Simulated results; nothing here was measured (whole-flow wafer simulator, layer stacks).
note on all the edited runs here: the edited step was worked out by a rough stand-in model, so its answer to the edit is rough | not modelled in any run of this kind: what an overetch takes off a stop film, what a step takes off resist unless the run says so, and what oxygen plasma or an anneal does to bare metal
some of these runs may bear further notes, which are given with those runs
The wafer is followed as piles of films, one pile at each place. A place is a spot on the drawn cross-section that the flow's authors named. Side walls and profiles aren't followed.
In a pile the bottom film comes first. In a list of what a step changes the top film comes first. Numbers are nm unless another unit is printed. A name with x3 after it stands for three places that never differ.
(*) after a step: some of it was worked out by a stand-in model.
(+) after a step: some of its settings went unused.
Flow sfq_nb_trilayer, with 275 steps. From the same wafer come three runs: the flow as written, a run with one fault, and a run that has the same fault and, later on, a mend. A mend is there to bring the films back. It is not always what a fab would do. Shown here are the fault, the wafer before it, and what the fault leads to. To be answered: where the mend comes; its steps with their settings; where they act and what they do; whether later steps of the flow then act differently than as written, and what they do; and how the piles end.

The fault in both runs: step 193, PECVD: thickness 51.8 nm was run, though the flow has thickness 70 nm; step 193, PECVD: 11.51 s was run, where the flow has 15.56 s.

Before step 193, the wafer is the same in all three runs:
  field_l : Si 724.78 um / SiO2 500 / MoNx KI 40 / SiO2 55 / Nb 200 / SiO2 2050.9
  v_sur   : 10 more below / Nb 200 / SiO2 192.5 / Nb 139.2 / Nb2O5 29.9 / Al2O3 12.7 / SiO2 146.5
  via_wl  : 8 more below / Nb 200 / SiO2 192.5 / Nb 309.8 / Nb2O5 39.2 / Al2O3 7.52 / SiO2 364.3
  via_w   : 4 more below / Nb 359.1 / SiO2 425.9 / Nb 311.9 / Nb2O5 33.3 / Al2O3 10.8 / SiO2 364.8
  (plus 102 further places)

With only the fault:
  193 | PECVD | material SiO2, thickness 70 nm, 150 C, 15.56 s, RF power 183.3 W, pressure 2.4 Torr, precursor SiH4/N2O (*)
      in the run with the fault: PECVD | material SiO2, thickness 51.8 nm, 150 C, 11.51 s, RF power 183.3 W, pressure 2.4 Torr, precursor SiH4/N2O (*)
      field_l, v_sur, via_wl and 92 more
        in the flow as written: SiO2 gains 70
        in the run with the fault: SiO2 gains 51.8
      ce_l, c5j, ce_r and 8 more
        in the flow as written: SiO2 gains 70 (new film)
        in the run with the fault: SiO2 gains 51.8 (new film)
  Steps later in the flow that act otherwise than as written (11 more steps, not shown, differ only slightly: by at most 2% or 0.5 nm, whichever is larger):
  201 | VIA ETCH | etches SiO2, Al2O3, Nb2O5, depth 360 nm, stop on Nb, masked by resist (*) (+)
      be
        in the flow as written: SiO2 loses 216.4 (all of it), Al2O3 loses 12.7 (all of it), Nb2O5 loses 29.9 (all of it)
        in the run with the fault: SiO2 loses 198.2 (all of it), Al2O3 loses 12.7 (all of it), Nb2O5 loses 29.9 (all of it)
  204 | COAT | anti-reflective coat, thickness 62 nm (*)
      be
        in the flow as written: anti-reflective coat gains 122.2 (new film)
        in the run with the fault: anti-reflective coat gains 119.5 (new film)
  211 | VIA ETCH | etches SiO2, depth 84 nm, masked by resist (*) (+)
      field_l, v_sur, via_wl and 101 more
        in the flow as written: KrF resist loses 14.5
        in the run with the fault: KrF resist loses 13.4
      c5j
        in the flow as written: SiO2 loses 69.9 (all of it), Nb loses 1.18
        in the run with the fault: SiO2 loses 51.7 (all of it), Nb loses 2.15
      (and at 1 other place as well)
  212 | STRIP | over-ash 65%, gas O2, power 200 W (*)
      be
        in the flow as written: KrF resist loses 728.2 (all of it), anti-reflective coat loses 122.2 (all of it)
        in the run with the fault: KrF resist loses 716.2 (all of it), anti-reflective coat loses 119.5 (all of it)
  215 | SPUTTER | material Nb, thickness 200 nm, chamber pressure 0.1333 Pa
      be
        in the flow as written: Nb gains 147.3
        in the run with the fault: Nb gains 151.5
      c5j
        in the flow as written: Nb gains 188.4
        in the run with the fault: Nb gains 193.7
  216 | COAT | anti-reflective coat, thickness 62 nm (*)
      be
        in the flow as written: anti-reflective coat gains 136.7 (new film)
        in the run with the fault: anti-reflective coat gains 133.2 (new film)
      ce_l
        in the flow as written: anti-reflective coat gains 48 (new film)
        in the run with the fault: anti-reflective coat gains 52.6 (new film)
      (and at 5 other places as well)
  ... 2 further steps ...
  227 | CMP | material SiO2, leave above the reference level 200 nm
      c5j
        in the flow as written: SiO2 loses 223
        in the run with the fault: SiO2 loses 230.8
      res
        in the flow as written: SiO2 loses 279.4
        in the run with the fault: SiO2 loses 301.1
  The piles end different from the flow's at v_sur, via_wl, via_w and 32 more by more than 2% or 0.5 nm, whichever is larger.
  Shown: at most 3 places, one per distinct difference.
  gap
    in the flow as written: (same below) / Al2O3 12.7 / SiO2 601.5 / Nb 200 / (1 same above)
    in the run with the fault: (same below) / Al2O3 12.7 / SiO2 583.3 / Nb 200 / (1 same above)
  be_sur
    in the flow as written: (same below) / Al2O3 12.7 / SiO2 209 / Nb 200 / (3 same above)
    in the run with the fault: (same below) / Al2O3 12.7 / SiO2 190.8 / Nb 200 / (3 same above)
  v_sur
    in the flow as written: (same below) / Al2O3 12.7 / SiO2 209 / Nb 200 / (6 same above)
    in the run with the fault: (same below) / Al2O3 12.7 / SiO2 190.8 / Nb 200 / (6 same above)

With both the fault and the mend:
  After step 193 comes the mend.
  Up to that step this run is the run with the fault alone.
  193a | PECVD | material SiO2, thickness 18.2 nm, 150 C, 4.044 s, RF power 183.3 W, pressure 2.4 Torr, precursor SiH4/N2O (*) (the flow's step 193, run once more with other settings)
      field_l, v_sur, via_wl and 103 more
        SiO2 gains 18.2
  None of the later steps of the flow differs from how it acts as written, at any place that is followed, by more than 2% or 0.5 nm, whichever is larger.
  The piles end the same as the flow's at every place that both follow.
